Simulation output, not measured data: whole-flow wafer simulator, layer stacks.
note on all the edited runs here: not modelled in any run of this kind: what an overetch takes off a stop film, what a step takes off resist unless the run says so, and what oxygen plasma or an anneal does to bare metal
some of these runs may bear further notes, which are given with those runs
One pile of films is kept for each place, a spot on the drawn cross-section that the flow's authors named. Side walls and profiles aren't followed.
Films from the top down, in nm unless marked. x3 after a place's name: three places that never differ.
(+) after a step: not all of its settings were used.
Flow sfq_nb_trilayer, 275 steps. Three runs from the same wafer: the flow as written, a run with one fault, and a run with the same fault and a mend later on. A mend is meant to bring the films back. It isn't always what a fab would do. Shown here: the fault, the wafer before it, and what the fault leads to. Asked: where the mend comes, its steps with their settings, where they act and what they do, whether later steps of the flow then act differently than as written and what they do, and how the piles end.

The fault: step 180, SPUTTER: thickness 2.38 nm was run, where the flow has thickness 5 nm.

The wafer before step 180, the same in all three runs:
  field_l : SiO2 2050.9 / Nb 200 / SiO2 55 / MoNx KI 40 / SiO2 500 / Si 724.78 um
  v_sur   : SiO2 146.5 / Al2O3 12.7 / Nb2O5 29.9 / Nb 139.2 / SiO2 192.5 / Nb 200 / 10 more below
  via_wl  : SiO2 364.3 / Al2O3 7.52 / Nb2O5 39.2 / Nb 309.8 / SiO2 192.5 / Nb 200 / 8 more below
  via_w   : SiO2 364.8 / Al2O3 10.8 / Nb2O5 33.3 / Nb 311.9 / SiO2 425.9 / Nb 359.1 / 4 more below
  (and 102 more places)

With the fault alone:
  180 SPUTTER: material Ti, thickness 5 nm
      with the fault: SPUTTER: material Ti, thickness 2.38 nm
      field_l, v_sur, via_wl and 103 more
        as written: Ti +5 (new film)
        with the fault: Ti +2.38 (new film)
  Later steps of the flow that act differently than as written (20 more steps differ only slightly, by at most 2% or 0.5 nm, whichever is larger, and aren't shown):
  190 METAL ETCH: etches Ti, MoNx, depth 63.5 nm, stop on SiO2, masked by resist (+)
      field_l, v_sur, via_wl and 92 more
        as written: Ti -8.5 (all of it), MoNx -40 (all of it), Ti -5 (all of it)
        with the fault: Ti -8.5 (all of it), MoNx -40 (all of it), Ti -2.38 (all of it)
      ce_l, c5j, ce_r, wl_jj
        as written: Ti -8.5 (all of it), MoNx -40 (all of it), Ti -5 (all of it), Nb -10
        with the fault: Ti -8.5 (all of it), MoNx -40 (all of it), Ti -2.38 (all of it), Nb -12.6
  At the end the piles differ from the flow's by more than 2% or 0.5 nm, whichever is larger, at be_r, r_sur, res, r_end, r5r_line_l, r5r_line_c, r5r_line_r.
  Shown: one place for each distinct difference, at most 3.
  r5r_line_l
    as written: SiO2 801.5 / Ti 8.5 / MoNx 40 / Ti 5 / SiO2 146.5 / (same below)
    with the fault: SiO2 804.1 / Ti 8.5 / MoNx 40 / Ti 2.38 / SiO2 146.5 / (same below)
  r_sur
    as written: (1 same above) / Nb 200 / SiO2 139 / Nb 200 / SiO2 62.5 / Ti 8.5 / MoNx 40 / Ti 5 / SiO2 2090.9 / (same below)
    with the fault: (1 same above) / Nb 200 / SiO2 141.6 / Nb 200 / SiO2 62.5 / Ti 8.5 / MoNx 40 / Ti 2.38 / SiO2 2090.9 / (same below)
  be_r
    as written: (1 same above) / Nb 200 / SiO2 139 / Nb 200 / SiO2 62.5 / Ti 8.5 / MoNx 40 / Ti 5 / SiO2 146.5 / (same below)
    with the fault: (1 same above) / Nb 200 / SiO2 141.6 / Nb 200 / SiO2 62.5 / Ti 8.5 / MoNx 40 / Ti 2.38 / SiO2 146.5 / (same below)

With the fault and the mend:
  The mend comes after step 180.
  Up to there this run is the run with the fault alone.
  180a SPUTTER: material Ti, thickness 2.62 nm (the flow's step 180 once more, with other settings)
      field_l, v_sur, via_wl and 103 more
        Ti +2.62
  No later step of the flow acts differently than as written at any place that is followed.
  At the end the piles are the same as the flow's at every place that both follow.
